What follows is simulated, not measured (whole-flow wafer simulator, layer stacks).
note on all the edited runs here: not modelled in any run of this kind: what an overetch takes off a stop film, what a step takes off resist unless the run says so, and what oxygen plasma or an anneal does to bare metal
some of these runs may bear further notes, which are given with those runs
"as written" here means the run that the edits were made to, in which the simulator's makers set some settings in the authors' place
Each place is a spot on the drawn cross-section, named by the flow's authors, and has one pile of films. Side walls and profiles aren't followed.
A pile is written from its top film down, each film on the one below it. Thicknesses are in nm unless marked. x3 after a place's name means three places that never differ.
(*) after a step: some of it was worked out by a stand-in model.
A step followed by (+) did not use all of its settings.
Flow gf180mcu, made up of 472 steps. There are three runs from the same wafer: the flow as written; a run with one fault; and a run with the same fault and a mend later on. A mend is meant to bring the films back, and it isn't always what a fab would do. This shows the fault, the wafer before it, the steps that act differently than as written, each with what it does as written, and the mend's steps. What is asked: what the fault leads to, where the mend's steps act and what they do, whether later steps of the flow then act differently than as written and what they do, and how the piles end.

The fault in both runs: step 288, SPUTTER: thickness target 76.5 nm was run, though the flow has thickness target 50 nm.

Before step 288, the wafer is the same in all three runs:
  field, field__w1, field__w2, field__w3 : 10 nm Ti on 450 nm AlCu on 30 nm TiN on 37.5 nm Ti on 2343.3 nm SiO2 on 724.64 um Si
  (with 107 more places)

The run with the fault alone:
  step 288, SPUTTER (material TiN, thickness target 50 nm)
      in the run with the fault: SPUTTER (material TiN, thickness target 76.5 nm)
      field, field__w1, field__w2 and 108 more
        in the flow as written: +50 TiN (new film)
        in the run with the fault: +76.5 TiN (new film)
  Steps later in the flow that act otherwise than as written (not shown: 3 more steps that differ only slightly, by at most 2% or 0.5 nm, whichever is larger):
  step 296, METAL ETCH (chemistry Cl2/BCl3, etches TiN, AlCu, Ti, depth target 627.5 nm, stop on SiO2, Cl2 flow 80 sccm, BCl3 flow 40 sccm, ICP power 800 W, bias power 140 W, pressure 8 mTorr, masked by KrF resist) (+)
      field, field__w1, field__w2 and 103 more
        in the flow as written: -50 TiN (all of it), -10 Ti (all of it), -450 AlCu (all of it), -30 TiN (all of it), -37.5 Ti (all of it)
        in the run with the fault: -76.5 TiN (all of it), -10 Ti (all of it), -450 AlCu (all of it), -30 TiN (all of it), -37.5 Ti (all of it)
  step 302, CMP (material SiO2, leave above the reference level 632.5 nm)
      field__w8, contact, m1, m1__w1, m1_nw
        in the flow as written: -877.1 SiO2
        in the run with the fault: -903.6 SiO2
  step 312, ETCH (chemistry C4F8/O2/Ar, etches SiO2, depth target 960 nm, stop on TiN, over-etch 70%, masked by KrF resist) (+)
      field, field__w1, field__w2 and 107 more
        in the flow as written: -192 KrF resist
        in the run with the fault: -185.6 KrF resist
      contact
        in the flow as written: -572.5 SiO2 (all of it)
        in the run with the fault: -546 SiO2 (all of it)
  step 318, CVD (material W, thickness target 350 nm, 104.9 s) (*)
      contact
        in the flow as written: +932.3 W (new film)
        in the run with the fault: +905.5 W (new film)
  The piles end different from the flow's at field__w8, contact, m1, m1__w1, m1_nw by more than 2% or 0.5 nm, whichever is larger.
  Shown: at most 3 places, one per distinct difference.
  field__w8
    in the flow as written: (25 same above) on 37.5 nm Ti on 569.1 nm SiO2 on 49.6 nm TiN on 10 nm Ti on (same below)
    in the run with the fault: (25 same above) on 37.5 nm Ti on 542.6 nm SiO2 on 76.1 nm TiN on 10 nm Ti on (same below)
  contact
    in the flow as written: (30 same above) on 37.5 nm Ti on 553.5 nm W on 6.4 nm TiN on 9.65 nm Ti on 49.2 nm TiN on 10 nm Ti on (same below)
    in the run with the fault: (30 same above) on 37.5 nm Ti on 526.8 nm W on 6.5 nm TiN on 9.8 nm Ti on 75.7 nm TiN on 10 nm Ti on (same below)

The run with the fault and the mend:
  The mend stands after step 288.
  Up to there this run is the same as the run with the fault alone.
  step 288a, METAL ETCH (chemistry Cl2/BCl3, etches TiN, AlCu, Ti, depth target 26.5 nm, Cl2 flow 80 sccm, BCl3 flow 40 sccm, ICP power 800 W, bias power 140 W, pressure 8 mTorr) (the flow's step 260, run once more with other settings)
      field, field__w1, field__w2 and 108 more
        -26.5 TiN
  Every later step of the flow that is run acts as written at every place that is followed.
  At every place that both follow, the piles at the end match the flow's.
